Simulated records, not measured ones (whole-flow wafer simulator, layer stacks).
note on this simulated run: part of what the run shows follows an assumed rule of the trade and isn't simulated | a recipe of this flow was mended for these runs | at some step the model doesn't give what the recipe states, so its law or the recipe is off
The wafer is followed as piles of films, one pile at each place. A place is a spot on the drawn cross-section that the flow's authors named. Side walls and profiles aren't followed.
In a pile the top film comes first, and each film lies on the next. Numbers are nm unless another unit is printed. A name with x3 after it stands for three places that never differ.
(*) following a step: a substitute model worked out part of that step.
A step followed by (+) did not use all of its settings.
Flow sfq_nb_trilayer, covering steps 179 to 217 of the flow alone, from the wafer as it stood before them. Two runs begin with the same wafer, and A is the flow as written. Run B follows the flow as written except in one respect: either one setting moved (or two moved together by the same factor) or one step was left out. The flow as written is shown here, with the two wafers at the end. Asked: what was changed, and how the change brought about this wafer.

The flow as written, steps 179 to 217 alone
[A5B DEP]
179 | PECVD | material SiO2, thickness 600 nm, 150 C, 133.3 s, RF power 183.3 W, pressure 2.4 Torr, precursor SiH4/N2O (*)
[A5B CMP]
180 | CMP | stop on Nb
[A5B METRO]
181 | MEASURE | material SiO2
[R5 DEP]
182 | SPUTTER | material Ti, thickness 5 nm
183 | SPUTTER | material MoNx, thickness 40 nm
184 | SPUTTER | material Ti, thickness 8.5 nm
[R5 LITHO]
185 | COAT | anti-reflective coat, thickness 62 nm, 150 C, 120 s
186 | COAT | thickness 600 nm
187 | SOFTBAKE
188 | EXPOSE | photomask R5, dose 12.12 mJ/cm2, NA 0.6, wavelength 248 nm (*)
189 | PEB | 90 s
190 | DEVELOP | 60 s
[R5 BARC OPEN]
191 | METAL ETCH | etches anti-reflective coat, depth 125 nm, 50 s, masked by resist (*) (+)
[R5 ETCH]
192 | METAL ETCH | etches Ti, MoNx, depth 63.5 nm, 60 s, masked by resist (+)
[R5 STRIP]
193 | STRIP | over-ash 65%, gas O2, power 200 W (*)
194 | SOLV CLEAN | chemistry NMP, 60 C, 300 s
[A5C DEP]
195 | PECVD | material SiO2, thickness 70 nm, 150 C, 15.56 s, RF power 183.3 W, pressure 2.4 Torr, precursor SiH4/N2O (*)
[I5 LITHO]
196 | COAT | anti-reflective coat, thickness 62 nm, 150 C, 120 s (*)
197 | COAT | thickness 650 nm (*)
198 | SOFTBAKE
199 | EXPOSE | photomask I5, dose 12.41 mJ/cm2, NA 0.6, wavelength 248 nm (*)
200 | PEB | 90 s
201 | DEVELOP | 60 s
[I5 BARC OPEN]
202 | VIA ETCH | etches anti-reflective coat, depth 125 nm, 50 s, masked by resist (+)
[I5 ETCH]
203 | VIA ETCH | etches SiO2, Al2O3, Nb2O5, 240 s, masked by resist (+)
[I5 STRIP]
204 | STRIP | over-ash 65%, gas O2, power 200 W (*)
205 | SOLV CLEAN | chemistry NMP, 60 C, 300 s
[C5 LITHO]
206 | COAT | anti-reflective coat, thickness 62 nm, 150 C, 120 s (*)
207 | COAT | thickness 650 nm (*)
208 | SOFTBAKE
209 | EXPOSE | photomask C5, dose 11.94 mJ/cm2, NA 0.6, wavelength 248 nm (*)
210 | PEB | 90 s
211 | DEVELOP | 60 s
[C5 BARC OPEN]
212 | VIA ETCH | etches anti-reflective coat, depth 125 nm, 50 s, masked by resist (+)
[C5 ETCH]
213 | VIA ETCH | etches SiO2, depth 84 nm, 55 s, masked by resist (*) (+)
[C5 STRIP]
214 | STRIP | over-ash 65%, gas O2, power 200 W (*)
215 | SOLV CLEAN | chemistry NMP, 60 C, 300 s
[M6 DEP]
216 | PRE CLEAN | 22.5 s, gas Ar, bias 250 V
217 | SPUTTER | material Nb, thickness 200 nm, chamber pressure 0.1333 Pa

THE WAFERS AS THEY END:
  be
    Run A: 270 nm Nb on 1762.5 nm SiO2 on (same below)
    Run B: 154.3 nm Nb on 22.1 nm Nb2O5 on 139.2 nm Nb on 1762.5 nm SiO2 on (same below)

Cause: step 203, VIA ETCH: 154 s was run, while the flow as written has 240 s.

Step by step, how the change led to this:
  203 | VIA ETCH | etches SiO2, Al2O3, Nb2O5, 240 s, masked by resist (+)
      be: A SiO2 loses 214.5 (all of it), Al2O3 loses 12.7 (all of it), Nb2O5 loses 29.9 (all of it), Nb loses 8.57 | B SiO2 loses 214.5 (all of it), Al2O3 loses 12.7 (all of it), Nb2O5 loses 3.78
      field_l, v_sur, via_wl and 102 more: A KrF-resist-other-grade loses 240 | B KrF-resist-other-grade loses 154
  204 | STRIP | over-ash 65%, gas O2, power 200 W (*)
      p4_fl x5, p4_w1 x9, p3_s0 x9, l0r_line_l x3, l0r_space_c x19, m0r_space_l x2: A KrF-resist-other-grade loses 315.7 (all of it), anti-reflective coat loses 62 (all of it) | B KrF-resist-other-grade loses 401.7 (all of it), anti-reflective coat loses 62 (all of it)
      wl_b_sl, wl_b_m5, wl_b_sr and 14 more: A KrF-resist-other-grade loses 315.6 (all of it), anti-reflective coat loses 62 (all of it) | B KrF-resist-other-grade loses 401.6 (all of it), anti-reflective coat loses 62 (all of it)
      (as well as at 41 more places)
  206 | COAT | anti-reflective coat, thickness 62 nm, 150 C, 120 s (*)
      be: A anti-reflective coat gains 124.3 (new film) | B anti-reflective coat gains 119.1 (new film)
  207 | COAT | thickness 650 nm (*)
      be: A KrF-resist-other-grade gains 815 (new film) | B KrF-resist-other-grade gains 790 (new film)
  214 | STRIP | over-ash 65%, gas O2, power 200 W (*)
      be: A KrF-resist-other-grade loses 705.8 (all of it), anti-reflective coat loses 124.3 (all of it) | B KrF-resist-other-grade loses 680.8 (all of it), anti-reflective coat loses 119.1 (all of it)
  216 | PRE CLEAN | 22.5 s, gas Ar, bias 250 V
      be: A Nb loses 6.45 | B Nb2O5 loses 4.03
  217 | SPUTTER | material Nb, thickness 200 nm, chamber pressure 0.1333 Pa
      be: A Nb gains 145.8 | B Nb gains 154.3 (new film)
Taking metal films that touch as one body, be has 3 bodies (between them, from the top down: Nb2O5 22.1; SiO2 1762.5); the flow as written gives 2 bodies (between them, from the top down: SiO2 1762.5).
